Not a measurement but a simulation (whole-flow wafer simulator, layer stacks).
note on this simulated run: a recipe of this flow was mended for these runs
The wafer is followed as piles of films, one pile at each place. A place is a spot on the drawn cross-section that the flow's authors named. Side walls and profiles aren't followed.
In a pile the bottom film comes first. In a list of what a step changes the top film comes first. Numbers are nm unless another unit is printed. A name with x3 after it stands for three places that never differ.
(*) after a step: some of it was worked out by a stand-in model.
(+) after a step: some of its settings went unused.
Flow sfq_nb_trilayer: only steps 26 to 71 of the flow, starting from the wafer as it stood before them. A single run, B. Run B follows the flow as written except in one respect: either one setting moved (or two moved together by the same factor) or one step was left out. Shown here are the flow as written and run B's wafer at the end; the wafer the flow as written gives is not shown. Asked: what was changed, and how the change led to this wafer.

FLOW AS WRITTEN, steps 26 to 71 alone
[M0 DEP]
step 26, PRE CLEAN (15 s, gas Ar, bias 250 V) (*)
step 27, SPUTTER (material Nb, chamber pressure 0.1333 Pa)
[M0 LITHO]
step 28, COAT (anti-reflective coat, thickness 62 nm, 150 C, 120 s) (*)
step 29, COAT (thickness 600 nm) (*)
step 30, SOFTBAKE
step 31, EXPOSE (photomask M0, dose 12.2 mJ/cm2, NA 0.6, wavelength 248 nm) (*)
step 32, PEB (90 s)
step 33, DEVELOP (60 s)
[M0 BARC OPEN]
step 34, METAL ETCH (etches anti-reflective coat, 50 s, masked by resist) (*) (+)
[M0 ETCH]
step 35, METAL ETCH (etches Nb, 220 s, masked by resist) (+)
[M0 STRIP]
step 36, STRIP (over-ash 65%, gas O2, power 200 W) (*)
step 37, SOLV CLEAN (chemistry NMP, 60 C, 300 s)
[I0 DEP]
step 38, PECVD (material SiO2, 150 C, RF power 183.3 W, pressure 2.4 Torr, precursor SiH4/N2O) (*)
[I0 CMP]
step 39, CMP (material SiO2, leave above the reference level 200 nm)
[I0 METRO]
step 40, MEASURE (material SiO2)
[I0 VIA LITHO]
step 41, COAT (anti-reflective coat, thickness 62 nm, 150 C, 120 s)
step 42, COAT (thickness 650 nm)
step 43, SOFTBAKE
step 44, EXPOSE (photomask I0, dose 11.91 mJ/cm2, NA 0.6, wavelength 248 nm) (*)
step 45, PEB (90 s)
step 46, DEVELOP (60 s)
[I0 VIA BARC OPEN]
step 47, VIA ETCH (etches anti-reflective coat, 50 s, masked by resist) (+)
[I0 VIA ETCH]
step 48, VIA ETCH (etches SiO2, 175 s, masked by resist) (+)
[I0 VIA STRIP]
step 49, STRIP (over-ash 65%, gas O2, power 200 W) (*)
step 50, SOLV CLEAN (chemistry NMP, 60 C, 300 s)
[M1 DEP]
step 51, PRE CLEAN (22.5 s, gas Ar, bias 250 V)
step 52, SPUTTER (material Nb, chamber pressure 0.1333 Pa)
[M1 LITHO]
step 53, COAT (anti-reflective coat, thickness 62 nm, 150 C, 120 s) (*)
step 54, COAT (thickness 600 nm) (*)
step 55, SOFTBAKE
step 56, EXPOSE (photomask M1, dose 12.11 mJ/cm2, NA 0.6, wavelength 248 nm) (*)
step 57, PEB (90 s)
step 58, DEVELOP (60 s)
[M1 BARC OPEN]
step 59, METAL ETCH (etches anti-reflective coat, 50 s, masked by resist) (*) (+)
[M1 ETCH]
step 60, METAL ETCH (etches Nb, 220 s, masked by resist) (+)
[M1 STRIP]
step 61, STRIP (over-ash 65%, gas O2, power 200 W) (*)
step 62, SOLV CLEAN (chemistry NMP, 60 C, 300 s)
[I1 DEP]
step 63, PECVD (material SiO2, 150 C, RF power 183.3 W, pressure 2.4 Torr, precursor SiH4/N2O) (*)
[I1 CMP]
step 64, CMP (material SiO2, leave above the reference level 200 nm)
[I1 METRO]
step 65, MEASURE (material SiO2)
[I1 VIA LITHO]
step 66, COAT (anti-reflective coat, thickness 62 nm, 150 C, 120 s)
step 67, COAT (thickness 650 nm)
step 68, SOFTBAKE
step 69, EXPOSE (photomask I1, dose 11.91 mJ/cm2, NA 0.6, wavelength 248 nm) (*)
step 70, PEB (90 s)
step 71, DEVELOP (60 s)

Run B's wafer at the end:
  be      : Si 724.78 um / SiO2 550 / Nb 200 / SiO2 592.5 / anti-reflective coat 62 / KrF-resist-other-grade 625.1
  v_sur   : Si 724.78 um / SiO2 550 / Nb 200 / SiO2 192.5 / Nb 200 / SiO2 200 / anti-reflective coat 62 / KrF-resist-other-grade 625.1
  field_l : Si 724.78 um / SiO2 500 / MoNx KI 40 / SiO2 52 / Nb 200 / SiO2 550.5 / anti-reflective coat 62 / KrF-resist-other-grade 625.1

Cause: step 26, PRE CLEAN: 24 s was run, while the flow as written has 15 s.

The path from the change to this, step by step:
  step 26, PRE CLEAN (15 s, gas Ar, bias 250 V) (*)
      field_l, v_sur, via_wl and 102 more: -8 SiO2 (it would be, as written: -5 SiO2)
      l0v: -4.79 MoNx KI (it would be, as written: -2.91 MoNx KI)
